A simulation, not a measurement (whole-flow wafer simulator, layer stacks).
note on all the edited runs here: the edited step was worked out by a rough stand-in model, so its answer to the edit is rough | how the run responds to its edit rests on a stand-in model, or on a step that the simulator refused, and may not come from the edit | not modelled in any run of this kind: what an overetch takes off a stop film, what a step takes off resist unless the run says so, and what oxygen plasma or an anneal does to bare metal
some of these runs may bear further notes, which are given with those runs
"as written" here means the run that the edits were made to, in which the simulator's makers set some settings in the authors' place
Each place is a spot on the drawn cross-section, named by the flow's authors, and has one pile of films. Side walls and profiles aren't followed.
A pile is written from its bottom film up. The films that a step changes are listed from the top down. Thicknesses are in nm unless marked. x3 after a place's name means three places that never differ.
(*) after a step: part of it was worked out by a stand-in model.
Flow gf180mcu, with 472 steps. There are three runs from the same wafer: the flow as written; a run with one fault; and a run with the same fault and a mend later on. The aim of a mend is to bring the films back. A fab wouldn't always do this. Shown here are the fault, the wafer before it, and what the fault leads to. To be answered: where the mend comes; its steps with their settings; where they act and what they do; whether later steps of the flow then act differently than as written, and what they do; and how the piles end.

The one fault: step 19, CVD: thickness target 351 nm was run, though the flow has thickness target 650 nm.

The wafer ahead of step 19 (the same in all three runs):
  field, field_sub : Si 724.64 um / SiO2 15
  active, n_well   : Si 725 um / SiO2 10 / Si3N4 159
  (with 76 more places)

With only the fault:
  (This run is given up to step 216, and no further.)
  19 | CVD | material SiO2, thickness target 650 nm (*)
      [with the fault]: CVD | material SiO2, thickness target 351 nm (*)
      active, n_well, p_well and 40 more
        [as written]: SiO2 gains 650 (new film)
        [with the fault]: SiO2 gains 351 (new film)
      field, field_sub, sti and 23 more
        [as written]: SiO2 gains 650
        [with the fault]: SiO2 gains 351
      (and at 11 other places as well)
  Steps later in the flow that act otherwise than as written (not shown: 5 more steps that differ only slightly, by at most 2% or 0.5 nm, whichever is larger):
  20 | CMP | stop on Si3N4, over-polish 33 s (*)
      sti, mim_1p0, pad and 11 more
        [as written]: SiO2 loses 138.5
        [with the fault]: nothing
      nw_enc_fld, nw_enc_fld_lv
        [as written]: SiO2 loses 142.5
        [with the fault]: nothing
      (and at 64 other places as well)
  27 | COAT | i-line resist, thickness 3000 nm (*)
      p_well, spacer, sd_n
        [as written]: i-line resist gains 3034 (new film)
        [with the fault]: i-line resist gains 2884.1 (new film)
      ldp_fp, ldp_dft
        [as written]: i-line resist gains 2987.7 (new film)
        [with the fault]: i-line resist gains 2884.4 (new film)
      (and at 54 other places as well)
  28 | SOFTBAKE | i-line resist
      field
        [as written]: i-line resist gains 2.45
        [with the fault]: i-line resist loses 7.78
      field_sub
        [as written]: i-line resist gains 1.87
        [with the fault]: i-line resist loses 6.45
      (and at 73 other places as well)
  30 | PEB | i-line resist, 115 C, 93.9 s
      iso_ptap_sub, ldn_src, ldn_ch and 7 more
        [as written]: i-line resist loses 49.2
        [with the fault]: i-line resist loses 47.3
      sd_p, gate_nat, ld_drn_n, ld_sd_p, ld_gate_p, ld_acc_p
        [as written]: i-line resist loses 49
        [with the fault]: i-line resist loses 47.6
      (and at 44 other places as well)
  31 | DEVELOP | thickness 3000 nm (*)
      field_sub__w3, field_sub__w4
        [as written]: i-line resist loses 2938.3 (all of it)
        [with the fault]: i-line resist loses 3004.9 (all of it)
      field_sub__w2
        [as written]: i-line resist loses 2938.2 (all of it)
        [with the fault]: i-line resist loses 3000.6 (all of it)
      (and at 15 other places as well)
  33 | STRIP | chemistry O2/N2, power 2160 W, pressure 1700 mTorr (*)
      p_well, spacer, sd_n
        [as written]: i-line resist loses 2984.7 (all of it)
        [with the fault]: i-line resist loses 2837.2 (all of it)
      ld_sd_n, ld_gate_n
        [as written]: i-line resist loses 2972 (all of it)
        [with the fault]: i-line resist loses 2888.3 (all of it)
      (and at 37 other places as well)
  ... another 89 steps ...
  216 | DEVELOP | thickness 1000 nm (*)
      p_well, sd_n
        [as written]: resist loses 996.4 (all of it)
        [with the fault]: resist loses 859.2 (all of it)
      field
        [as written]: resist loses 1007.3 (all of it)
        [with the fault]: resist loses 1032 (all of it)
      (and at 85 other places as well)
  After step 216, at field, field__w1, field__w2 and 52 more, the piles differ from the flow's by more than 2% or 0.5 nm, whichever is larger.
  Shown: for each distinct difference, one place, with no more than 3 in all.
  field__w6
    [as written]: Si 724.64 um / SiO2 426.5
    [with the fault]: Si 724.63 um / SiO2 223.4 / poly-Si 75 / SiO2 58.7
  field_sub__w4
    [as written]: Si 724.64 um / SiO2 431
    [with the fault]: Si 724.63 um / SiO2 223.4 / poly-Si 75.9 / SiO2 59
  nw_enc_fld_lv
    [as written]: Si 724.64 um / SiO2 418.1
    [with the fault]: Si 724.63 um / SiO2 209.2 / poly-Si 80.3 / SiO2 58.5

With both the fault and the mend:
  The mend stands after step 19.
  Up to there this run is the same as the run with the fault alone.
  19a | CVD | material SiO2, thickness target 299 nm (*) (a further turn of the flow's step 19, with different settings)
      field, field_sub, active and 77 more
        SiO2 gains 299
  Later steps of the flow that are run all act as written at every place that is followed, up to a difference of at most 2% or 0.5 nm, whichever is larger.
  When the end is reached, the piles differ only a little from the flow's at the places that both follow, at most by 2% or 0.5 nm, whichever is larger.
